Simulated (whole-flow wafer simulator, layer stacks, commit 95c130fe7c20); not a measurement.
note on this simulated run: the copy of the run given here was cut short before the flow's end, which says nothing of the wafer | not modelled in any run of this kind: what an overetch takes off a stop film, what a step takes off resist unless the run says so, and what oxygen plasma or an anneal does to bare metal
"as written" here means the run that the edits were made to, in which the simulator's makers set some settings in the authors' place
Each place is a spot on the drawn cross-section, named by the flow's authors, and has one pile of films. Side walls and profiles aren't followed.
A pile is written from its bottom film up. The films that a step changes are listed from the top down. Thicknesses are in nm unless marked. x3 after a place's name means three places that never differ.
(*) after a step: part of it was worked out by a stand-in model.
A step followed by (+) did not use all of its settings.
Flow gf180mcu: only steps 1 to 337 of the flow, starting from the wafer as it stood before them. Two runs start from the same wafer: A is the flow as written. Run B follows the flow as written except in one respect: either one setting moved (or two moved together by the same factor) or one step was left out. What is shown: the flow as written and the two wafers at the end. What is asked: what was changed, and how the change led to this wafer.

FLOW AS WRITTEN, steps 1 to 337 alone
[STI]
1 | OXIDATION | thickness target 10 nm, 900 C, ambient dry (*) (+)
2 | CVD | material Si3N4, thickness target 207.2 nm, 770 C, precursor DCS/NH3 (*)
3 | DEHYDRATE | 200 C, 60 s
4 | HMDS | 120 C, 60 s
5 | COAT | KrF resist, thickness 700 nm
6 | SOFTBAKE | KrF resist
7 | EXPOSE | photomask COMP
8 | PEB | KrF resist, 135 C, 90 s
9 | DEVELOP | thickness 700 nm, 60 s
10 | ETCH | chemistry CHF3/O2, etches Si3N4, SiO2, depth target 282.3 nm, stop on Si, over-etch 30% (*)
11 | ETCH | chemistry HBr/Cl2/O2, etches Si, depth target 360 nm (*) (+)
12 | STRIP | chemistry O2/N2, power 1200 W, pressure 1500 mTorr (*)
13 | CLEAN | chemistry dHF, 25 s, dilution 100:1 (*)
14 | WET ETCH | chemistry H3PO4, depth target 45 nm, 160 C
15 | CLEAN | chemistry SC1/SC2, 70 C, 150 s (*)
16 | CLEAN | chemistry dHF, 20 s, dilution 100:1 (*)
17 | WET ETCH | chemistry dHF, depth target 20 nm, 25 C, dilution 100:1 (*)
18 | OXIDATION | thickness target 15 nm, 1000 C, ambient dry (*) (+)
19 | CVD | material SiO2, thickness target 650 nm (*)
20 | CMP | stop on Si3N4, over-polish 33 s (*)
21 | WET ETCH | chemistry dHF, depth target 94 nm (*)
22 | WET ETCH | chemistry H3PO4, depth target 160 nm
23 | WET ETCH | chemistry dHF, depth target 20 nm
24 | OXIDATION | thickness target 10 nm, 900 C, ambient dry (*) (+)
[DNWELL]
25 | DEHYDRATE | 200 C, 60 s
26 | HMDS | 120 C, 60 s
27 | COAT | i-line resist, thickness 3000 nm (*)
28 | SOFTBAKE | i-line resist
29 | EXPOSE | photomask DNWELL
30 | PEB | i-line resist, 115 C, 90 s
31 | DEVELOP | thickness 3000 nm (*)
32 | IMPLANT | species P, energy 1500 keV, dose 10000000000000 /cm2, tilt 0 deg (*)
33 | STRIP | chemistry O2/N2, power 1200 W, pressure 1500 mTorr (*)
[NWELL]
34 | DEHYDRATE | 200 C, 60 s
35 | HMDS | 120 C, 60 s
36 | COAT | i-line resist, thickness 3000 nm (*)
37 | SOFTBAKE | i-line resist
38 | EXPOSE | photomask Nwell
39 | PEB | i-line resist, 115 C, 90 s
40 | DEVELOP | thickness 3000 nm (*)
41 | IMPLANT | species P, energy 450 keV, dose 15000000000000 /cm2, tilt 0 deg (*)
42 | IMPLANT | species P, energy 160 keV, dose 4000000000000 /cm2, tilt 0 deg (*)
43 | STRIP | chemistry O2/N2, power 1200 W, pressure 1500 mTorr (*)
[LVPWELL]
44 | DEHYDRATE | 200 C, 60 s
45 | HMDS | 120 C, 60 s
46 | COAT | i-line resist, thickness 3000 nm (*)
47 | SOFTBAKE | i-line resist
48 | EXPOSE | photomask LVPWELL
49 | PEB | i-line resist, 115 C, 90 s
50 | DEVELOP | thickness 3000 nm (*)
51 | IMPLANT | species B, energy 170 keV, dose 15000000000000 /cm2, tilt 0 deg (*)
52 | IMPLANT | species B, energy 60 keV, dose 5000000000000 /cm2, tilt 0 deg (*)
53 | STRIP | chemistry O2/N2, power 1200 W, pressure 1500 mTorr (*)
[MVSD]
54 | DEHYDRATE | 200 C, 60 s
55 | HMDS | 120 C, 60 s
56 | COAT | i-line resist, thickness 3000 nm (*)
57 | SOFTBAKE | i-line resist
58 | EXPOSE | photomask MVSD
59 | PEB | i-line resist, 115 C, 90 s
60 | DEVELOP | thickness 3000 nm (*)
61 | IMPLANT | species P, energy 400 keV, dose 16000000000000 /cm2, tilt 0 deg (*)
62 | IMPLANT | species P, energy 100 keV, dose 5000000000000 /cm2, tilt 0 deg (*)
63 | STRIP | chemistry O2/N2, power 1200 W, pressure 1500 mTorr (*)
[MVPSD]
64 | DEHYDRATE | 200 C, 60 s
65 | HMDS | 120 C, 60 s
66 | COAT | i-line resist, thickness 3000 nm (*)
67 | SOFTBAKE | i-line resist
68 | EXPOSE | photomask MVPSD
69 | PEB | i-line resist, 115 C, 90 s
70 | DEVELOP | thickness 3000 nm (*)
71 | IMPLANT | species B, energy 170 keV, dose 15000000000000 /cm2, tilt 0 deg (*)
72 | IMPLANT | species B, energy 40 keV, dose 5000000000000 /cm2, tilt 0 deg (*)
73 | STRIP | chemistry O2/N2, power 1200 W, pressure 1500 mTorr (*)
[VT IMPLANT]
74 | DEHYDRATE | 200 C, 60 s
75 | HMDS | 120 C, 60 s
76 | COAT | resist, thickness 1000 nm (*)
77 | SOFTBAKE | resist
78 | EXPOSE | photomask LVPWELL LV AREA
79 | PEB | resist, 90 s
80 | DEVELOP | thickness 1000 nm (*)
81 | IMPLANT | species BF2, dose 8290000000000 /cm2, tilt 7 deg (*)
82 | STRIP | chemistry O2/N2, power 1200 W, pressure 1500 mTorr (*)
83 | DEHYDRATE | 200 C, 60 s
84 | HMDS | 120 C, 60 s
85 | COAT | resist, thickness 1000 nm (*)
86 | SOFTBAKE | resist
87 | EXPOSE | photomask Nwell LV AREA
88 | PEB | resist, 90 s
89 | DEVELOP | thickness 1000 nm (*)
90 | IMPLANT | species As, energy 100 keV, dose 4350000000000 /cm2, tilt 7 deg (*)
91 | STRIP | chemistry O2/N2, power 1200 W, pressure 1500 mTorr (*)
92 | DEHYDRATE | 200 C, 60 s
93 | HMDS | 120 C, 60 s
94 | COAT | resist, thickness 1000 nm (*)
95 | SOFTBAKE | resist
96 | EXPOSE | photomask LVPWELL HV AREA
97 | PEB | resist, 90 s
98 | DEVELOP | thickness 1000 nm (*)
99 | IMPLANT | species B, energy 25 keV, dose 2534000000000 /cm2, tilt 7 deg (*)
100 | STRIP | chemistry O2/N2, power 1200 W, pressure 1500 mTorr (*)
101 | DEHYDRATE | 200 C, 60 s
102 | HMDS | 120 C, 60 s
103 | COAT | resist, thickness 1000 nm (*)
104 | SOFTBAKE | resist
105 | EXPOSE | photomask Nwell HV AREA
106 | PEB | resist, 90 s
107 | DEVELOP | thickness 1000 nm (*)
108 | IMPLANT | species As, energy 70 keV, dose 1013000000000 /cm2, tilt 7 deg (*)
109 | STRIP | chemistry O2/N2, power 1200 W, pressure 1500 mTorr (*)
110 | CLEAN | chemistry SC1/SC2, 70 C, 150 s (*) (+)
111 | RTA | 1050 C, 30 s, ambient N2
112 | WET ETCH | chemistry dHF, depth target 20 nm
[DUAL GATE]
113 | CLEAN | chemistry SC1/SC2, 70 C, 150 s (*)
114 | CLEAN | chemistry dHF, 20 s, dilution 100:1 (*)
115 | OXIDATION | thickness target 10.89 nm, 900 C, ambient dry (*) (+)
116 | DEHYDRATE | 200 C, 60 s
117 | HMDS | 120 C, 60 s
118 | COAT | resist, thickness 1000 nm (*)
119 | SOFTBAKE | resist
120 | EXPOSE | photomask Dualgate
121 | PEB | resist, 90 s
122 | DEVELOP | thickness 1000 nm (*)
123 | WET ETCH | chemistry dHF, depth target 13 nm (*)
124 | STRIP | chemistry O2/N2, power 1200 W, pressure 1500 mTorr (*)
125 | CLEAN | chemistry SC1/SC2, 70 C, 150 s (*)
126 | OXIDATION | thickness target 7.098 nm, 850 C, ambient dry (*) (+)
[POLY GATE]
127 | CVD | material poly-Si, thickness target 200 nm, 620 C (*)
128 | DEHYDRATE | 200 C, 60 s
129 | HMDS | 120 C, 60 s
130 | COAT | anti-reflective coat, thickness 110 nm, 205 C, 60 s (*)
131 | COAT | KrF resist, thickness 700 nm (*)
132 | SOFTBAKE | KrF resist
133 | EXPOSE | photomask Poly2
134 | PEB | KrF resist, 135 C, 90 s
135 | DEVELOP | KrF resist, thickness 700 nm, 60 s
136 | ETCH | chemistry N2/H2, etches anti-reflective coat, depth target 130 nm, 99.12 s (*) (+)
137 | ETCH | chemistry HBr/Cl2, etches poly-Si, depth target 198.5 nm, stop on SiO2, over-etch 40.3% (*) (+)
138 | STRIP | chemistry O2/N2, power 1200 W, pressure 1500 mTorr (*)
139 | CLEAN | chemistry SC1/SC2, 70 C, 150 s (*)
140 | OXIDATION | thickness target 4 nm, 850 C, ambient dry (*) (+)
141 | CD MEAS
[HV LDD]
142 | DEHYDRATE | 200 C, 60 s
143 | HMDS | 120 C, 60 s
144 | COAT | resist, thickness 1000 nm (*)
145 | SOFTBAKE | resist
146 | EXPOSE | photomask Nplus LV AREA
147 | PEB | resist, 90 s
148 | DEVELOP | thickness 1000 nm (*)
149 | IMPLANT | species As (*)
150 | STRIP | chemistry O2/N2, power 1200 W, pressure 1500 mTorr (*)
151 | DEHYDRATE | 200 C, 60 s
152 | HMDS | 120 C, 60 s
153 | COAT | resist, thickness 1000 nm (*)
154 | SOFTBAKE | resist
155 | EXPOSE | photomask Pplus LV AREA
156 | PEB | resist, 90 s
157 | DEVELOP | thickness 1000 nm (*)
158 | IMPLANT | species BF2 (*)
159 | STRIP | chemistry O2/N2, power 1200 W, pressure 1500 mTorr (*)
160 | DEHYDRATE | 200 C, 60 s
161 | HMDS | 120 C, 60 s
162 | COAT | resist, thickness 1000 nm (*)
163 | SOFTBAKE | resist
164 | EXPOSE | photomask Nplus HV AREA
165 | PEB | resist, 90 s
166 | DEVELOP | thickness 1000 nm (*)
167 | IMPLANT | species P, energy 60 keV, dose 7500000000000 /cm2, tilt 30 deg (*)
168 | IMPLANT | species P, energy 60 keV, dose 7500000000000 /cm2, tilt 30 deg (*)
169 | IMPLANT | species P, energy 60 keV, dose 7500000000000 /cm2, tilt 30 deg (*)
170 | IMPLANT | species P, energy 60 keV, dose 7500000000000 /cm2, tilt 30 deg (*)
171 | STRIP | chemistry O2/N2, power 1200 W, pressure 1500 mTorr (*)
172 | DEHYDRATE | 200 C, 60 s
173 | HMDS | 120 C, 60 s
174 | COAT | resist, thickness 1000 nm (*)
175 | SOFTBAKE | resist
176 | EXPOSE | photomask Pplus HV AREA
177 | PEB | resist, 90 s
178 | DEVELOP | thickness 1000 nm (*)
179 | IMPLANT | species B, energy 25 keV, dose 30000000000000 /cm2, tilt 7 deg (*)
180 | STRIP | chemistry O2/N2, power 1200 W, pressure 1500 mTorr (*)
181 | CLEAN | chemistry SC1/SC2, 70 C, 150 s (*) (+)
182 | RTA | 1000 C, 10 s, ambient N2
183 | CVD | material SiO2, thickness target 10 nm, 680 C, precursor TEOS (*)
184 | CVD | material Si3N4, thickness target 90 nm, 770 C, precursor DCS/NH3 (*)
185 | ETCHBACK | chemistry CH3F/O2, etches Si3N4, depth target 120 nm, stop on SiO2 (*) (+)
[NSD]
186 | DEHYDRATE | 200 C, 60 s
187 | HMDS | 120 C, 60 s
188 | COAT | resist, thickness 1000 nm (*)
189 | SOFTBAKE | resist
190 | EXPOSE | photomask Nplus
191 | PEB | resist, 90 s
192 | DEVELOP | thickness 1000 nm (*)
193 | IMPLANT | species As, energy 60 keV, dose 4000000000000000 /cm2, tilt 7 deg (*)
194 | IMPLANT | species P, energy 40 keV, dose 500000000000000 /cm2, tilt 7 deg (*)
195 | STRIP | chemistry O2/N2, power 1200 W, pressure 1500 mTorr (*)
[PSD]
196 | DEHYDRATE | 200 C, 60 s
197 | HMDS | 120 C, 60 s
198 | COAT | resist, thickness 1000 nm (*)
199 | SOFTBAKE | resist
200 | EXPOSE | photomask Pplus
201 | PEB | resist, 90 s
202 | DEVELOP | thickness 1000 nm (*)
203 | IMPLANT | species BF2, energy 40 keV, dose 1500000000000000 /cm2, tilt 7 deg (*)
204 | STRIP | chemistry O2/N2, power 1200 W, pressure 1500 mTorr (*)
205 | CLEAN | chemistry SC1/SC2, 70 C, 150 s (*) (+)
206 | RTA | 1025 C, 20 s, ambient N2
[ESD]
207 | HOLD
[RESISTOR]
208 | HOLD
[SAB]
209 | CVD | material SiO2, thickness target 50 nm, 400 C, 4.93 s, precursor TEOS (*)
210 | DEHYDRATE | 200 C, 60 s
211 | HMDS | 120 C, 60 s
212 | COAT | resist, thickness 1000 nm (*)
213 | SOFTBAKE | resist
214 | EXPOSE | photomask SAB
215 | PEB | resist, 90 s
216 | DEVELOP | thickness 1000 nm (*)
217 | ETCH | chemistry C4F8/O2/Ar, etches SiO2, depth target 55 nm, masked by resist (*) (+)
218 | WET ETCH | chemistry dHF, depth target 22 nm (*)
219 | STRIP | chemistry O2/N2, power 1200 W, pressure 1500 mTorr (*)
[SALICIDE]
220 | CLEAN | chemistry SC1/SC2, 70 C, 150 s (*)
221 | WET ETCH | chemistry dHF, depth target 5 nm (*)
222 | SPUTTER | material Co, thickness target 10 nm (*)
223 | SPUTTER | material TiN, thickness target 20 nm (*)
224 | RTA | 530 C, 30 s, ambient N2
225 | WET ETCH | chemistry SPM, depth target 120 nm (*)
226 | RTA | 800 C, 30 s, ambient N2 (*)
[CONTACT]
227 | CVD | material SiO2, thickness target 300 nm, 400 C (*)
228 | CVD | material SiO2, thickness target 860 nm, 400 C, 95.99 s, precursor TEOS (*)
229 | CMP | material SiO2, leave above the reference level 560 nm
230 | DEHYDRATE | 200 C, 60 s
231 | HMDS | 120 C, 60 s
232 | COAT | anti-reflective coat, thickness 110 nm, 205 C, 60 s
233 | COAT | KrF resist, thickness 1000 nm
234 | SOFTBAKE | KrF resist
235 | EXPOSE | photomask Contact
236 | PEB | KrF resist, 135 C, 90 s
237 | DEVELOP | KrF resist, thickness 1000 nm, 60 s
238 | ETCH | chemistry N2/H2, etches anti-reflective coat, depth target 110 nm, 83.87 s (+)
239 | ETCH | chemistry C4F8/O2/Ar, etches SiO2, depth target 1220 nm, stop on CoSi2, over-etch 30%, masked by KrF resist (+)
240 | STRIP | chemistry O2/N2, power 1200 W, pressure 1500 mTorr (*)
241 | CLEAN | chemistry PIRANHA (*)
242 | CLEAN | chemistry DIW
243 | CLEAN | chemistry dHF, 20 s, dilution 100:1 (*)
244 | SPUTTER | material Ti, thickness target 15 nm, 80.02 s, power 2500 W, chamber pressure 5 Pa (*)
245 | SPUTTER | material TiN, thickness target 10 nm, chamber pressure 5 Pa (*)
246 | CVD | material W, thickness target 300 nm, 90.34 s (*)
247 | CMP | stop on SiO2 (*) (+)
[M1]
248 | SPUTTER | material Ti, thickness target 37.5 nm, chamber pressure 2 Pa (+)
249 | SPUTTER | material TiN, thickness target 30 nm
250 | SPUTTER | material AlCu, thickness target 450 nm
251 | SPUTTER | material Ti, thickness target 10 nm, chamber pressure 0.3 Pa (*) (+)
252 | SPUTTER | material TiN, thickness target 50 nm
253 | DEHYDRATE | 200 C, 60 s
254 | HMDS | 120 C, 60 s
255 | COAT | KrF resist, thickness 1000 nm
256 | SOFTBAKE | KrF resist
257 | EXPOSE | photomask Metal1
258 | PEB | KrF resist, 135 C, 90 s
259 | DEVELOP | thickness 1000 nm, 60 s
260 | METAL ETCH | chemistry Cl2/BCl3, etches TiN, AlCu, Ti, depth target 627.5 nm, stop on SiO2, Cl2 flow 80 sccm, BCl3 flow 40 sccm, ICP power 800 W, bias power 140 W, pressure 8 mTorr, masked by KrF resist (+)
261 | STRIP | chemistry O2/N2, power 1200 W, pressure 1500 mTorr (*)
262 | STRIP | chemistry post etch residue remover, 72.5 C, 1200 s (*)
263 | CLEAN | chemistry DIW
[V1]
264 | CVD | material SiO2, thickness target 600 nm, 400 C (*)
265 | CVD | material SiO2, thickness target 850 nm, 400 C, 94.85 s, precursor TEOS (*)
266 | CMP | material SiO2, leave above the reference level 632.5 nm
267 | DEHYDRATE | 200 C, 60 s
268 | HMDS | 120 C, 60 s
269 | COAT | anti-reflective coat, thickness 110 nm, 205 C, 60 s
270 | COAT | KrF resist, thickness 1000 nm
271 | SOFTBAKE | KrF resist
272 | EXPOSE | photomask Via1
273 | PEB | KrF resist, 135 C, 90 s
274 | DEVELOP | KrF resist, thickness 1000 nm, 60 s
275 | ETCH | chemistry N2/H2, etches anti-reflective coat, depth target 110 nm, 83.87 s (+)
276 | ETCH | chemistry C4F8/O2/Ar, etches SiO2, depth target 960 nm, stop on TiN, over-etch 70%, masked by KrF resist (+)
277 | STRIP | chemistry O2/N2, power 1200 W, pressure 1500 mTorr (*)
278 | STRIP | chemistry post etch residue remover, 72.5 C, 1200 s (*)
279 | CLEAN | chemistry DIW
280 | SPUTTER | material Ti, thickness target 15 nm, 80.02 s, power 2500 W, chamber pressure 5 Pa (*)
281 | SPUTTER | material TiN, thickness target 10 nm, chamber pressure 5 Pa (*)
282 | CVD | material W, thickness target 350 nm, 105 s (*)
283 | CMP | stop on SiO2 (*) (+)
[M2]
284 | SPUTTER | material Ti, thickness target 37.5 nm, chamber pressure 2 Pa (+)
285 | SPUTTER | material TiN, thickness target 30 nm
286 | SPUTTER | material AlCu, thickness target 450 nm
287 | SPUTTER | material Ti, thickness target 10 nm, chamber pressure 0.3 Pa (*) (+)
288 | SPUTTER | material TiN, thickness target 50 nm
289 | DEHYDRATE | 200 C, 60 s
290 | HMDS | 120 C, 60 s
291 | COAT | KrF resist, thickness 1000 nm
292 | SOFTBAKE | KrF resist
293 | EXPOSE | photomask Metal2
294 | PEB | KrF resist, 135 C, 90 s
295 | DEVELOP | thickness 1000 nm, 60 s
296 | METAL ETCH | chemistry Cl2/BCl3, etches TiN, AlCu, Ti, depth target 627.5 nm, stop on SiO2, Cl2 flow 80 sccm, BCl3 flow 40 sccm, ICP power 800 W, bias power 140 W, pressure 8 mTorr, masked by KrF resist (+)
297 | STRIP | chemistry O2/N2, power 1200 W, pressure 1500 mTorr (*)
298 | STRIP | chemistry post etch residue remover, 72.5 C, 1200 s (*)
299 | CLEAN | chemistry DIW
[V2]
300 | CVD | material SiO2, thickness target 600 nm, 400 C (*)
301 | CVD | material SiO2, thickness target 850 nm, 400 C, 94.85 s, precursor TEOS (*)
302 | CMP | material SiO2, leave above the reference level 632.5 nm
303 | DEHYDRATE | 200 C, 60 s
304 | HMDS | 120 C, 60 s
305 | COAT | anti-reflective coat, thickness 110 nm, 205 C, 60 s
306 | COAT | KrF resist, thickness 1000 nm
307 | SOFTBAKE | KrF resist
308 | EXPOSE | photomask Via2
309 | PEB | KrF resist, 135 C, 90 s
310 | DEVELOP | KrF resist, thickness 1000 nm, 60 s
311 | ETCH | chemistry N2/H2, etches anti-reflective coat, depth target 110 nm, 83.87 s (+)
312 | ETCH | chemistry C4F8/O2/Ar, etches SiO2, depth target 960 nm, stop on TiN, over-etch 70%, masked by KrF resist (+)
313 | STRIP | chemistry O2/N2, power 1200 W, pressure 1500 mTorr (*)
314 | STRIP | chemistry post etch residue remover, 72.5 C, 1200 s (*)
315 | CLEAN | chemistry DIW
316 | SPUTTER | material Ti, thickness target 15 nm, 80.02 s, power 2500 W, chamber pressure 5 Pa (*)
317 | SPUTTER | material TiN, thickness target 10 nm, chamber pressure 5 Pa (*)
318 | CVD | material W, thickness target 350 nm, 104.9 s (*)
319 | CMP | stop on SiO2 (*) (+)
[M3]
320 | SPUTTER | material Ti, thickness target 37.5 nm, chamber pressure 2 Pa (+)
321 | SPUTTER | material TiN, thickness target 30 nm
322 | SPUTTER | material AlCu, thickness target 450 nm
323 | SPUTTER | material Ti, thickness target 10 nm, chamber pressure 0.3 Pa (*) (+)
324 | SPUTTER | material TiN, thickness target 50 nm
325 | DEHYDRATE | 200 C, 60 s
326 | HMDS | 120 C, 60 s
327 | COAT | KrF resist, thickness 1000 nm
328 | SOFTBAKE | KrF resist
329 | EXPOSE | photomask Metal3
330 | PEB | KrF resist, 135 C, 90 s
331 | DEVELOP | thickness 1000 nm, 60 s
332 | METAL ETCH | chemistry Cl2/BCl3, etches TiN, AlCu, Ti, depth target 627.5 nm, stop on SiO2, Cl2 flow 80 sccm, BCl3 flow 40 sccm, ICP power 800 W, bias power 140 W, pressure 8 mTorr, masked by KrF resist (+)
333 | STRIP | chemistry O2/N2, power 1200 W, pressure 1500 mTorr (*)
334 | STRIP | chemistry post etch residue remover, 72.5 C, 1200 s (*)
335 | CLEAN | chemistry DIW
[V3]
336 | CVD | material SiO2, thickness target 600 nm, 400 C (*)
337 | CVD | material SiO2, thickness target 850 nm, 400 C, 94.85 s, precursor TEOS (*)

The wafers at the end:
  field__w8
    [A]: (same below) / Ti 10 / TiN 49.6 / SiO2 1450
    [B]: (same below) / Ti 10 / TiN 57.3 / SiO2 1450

What caused this: step 324, SPUTTER: thickness target 57.7 nm was run, though the flow has thickness target 50 nm.

Step by step, how the change led to this:
  324 | SPUTTER | material TiN, thickness target 50 nm
      field, field__w1, field__w2 and 108 more: A +50 TiN (new film) | B +57.7 TiN (new film)
  332 | METAL ETCH | chemistry Cl2/BCl3, etches TiN, AlCu, Ti, depth target 627.5 nm, stop on SiO2, Cl2 flow 80 sccm, BCl3 flow 40 sccm, ICP power 800 W, bias power 140 W, pressure 8 mTorr, masked by KrF resist (+)
      field, field__w1, field__w2 and 103 more: A -50 TiN (all of it), -10 Ti (all of it), -450 AlCu (all of it), -30 TiN (all of it), -37.5 Ti (all of it) | B -57.7 TiN (all of it), -10 Ti (all of it), -450 AlCu (all of it), -30 TiN (all of it), -37.5 Ti (all of it)
